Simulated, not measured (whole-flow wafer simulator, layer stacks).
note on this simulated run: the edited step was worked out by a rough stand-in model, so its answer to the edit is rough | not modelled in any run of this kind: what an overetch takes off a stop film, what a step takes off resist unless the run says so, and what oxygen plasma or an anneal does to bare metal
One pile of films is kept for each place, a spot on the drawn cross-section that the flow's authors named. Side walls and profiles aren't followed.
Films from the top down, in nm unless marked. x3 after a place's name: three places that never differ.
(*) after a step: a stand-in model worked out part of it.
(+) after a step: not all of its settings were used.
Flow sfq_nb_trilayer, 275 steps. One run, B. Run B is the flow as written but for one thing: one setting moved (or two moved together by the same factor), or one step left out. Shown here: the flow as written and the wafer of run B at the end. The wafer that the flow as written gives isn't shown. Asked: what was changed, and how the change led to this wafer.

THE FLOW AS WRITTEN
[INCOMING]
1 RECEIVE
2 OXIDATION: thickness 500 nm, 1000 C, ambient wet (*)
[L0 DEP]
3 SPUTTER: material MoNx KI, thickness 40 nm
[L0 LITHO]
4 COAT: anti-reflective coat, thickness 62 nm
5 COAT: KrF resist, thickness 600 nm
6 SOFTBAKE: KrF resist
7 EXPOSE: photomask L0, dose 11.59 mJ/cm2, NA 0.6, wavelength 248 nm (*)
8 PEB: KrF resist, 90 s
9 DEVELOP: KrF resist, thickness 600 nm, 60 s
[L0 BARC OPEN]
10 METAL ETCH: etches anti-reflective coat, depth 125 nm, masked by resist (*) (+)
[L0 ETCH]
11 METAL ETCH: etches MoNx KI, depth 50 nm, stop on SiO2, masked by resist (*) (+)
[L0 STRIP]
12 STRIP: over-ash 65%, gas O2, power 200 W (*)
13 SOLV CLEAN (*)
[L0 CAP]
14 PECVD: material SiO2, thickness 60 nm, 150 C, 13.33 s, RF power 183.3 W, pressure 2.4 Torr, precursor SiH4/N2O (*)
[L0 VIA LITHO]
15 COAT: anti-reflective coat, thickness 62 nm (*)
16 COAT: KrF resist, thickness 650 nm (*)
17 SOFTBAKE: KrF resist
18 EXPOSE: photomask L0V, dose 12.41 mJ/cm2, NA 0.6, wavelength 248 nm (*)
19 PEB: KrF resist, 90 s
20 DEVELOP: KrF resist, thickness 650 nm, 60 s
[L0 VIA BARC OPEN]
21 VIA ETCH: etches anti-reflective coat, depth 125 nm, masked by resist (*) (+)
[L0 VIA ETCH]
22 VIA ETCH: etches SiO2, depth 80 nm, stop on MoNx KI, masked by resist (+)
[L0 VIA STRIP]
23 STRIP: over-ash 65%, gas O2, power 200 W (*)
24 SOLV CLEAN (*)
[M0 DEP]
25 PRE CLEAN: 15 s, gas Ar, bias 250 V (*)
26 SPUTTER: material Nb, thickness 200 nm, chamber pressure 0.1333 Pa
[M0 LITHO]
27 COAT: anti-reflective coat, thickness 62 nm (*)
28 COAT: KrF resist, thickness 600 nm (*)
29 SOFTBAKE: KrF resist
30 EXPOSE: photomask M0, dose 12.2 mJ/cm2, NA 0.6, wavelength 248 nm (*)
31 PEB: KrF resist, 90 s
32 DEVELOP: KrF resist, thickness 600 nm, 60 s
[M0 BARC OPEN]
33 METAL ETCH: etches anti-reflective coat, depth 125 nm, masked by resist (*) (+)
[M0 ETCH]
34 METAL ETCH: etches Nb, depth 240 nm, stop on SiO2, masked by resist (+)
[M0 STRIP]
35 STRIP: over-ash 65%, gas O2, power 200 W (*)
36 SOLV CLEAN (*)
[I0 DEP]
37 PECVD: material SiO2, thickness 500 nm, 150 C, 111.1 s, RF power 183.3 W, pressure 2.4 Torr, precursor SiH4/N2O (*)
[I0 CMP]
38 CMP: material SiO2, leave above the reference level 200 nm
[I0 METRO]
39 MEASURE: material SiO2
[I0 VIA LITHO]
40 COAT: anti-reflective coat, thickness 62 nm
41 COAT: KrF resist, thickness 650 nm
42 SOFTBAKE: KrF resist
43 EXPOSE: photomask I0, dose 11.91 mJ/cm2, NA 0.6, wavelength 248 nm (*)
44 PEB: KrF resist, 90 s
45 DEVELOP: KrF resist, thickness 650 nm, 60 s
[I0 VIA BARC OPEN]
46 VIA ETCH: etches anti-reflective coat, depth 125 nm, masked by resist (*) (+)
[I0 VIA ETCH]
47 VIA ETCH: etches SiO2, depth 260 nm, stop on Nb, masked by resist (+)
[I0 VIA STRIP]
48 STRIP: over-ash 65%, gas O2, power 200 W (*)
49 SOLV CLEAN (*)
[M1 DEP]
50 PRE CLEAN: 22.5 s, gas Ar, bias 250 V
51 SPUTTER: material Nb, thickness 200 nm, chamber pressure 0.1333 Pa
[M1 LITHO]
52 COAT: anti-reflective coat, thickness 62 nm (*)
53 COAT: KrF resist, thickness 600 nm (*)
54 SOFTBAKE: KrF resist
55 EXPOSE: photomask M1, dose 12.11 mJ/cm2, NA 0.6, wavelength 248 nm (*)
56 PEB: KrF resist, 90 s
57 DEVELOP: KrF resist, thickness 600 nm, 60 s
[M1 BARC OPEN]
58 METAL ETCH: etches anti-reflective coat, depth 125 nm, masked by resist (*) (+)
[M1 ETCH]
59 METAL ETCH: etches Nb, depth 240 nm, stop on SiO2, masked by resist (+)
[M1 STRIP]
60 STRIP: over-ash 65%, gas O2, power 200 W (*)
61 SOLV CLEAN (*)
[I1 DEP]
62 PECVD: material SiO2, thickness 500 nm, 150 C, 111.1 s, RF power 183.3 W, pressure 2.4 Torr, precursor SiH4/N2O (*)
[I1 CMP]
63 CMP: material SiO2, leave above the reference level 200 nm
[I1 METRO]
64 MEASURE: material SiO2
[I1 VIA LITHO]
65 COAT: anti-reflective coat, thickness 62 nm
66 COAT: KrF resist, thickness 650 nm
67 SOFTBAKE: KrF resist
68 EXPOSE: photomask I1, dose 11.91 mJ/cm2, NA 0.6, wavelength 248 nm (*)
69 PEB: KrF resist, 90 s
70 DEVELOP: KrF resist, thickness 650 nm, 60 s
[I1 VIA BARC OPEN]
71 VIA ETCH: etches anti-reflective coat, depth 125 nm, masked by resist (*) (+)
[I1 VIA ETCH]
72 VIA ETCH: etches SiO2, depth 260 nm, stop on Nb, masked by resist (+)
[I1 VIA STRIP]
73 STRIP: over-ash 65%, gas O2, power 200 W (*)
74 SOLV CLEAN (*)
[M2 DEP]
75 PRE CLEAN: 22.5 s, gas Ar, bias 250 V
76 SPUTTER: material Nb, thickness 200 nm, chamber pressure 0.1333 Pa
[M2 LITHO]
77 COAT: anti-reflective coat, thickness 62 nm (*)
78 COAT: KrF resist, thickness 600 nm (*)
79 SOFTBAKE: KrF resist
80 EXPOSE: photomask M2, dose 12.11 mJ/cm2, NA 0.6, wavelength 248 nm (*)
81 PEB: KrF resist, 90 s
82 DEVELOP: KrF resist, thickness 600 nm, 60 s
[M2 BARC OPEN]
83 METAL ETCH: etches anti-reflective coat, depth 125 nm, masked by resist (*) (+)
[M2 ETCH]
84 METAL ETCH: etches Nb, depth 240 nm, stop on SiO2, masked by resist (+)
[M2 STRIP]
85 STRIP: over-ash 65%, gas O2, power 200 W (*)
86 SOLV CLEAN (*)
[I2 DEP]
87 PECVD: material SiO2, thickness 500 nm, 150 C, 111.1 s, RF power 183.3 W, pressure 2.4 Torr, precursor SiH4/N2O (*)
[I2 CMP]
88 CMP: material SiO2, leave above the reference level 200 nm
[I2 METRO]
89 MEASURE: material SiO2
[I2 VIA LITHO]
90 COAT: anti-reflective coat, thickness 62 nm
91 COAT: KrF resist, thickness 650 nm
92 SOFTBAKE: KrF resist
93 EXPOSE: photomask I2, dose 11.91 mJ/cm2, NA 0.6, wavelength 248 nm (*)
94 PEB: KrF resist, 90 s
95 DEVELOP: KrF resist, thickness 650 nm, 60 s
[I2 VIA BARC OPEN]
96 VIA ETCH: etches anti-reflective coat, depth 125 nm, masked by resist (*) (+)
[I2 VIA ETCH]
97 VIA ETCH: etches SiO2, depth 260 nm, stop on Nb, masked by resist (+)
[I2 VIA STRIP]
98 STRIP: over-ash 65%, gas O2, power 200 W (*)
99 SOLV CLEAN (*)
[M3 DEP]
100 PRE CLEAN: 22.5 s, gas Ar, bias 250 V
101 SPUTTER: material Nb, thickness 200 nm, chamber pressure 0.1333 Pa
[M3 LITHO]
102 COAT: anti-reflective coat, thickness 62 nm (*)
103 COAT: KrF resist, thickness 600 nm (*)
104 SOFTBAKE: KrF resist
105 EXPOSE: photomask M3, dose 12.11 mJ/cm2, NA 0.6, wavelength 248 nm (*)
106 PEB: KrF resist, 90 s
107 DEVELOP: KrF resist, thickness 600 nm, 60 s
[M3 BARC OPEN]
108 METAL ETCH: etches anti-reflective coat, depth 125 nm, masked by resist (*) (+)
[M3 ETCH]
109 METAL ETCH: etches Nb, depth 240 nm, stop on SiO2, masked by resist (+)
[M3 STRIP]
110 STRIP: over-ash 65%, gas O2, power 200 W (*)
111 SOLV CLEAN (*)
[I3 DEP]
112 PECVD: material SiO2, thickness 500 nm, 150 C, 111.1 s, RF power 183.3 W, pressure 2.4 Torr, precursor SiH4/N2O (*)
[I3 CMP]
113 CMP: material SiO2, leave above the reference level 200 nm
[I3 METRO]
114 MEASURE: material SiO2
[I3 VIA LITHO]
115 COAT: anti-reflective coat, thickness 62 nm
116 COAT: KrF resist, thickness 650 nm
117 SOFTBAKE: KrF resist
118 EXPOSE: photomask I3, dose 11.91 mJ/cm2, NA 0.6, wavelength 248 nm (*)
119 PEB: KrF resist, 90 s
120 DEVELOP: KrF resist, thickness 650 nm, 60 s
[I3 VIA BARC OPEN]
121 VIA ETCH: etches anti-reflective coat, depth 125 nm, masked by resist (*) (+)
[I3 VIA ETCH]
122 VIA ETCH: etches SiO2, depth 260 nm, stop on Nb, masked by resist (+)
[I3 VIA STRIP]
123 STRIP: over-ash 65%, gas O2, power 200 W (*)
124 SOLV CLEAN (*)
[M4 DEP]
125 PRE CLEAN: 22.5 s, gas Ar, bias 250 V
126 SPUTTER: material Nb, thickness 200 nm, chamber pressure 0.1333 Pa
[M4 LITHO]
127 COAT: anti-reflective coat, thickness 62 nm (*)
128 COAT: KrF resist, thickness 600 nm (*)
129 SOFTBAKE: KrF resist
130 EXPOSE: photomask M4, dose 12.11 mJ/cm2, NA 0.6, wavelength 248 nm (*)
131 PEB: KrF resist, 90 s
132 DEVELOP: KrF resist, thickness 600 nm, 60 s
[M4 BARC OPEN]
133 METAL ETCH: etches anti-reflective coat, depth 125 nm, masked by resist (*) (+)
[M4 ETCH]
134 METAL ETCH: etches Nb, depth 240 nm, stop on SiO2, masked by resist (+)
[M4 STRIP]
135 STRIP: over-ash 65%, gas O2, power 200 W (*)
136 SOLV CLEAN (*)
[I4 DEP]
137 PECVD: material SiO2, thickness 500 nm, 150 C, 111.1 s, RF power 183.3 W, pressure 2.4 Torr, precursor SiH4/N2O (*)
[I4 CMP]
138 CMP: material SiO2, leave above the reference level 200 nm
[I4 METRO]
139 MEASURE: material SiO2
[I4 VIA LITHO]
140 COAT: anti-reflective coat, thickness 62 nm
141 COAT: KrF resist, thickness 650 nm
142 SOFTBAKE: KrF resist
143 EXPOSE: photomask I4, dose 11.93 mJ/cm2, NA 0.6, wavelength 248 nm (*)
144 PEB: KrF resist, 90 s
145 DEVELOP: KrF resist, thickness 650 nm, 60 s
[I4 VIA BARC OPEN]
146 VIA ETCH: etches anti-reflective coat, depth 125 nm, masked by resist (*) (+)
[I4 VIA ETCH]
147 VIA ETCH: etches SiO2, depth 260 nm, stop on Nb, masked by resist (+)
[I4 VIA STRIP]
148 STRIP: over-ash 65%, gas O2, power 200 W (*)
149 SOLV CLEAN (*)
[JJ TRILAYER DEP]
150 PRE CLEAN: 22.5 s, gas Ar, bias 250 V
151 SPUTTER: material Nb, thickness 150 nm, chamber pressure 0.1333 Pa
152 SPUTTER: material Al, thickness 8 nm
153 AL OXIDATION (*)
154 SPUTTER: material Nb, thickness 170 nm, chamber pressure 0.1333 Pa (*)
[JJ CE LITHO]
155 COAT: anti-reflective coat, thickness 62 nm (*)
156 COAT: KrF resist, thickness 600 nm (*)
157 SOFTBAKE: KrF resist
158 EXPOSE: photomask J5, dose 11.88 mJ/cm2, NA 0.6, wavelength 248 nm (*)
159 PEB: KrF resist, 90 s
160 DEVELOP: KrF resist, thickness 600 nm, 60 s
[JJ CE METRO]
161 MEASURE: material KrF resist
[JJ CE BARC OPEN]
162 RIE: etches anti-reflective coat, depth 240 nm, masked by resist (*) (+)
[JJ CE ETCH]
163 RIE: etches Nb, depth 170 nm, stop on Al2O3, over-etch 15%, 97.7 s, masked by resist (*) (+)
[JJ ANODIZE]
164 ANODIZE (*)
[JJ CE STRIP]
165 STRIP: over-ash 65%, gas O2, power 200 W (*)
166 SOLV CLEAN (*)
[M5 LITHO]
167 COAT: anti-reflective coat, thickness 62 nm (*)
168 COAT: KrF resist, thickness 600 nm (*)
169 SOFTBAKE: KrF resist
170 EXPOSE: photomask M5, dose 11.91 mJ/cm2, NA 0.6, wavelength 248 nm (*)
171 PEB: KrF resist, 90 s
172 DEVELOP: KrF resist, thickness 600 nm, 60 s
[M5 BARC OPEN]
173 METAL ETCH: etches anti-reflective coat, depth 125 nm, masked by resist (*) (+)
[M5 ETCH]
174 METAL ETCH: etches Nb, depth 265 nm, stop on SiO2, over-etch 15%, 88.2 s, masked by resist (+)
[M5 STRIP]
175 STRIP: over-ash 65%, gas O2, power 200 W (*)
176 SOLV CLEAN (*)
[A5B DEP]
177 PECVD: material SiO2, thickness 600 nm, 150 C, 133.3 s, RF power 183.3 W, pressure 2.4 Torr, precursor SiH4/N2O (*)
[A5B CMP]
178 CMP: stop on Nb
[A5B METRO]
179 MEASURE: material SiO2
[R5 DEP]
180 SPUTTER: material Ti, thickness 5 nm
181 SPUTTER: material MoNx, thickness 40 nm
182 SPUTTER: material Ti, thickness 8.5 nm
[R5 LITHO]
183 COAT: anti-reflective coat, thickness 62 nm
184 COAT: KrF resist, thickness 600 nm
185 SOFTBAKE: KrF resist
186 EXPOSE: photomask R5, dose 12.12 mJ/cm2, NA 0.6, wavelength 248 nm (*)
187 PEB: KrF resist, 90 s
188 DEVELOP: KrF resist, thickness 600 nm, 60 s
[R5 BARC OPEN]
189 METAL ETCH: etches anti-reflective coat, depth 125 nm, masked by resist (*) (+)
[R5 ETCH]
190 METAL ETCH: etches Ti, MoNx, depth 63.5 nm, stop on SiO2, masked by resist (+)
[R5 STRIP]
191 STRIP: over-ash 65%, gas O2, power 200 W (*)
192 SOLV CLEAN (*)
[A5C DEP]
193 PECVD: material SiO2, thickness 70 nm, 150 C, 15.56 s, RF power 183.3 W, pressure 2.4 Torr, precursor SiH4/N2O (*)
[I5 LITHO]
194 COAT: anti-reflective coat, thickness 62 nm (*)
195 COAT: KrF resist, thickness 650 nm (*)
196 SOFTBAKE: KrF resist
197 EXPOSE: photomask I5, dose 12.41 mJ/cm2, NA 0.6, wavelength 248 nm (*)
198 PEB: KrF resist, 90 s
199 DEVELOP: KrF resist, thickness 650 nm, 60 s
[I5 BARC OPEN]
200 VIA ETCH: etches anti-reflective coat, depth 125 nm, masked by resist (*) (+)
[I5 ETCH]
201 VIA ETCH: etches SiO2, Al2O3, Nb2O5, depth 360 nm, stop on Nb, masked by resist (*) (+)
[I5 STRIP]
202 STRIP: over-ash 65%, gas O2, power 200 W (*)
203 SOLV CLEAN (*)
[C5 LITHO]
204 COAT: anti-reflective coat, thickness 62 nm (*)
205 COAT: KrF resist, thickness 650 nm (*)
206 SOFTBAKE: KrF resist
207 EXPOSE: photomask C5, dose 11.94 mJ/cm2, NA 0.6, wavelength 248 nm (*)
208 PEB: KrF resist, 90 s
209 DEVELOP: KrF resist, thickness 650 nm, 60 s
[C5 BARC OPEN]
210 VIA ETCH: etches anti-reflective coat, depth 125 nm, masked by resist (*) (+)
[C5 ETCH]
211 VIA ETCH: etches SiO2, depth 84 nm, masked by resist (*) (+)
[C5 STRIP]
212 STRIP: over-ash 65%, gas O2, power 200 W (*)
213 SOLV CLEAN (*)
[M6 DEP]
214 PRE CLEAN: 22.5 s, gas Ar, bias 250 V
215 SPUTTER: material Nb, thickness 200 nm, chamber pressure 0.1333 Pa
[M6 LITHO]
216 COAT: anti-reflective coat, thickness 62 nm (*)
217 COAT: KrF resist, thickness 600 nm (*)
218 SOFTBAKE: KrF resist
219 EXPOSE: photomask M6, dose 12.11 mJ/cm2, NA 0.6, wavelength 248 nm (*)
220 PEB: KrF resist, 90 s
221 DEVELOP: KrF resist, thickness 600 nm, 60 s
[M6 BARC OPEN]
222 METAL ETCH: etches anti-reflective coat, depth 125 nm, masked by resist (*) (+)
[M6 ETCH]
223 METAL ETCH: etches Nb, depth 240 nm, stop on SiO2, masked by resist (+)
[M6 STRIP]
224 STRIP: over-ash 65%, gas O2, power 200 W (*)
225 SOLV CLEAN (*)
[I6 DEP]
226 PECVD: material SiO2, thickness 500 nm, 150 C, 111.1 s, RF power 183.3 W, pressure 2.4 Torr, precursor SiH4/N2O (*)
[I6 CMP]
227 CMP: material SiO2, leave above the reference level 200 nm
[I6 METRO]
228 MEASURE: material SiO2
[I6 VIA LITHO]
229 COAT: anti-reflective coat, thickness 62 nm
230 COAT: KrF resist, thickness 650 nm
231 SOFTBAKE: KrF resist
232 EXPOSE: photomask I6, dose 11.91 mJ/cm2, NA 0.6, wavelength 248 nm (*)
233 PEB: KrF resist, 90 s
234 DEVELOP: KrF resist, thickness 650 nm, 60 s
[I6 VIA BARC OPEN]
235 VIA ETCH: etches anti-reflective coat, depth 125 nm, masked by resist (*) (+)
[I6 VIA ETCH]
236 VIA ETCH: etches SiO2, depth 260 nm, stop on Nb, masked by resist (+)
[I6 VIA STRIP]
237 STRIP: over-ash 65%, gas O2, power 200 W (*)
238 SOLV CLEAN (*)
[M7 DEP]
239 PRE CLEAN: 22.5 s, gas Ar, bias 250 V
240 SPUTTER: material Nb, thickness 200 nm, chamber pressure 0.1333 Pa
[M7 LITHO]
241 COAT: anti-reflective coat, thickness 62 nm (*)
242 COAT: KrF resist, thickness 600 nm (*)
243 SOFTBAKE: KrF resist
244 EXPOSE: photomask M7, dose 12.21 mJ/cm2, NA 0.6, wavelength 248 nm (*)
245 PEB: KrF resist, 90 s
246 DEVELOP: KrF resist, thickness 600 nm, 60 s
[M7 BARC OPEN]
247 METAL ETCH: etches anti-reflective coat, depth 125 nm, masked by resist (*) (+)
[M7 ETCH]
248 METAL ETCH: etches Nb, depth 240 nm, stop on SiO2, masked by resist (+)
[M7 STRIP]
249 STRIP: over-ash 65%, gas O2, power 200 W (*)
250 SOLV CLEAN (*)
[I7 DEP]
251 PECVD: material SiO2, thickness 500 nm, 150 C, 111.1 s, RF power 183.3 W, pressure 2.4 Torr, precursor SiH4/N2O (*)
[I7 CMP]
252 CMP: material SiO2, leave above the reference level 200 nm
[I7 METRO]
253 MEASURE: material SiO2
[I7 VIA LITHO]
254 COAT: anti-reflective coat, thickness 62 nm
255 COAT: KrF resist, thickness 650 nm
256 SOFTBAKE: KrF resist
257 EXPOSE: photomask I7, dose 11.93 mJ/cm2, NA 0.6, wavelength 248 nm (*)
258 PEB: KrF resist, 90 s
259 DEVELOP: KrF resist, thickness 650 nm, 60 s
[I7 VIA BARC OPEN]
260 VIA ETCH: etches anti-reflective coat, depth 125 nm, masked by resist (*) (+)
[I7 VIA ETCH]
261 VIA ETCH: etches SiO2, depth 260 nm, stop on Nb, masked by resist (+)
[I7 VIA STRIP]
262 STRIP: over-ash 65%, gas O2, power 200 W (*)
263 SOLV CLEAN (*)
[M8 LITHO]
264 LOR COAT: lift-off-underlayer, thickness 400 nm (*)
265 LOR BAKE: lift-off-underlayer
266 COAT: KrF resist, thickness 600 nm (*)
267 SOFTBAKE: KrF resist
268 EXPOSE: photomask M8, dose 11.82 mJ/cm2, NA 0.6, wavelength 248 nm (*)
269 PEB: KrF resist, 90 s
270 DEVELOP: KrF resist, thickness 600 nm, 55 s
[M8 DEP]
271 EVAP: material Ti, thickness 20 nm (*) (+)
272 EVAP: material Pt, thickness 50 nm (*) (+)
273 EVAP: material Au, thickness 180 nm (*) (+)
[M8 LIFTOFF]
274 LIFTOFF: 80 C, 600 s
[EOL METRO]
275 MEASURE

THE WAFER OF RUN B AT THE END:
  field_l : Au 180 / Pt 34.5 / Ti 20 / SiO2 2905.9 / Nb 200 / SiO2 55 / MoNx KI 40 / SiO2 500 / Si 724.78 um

The cause: step 272, EVAP: thickness 34.5 nm was run, where the flow has thickness 50 nm.
It can be read off the wafer: field_l has Pt 34.5, and step 272 as written asks for 50 nm.

How the change led to this, step by step:
  272 EVAP: material Pt, thickness 50 nm (*) (+)
      field_l, v_sur, via_wl and 103 more: Pt +34.5 (new film) (as written it would be: Pt +50 (new film))
  274 LIFTOFF: 80 C, 600 s
      p4_fl, p4_fm, p4_w1 and 71 more: Au -180 (all of it), Pt -34.5 (all of it), Ti -20 (all of it), KrF resist -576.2 (all of it), lift-off-underlayer -400 (all of it) (as written it would be: Au -180 (all of it), Pt -50 (all of it), Ti -20 (all of it), KrF resist -576.2 (all of it), lift-off-underlayer -400 (all of it))
      c5j, ce_r: Au -180 (all of it), Pt -34.5 (all of it), Ti -20 (all of it), KrF resist -573.3 (all of it), lift-off-underlayer -399.3 (all of it) (as written it would be: Au -180 (all of it), Pt -50 (all of it), Ti -20 (all of it), KrF resist -573.3 (all of it), lift-off-underlayer -399.3 (all of it))
      (and at 19 more places)
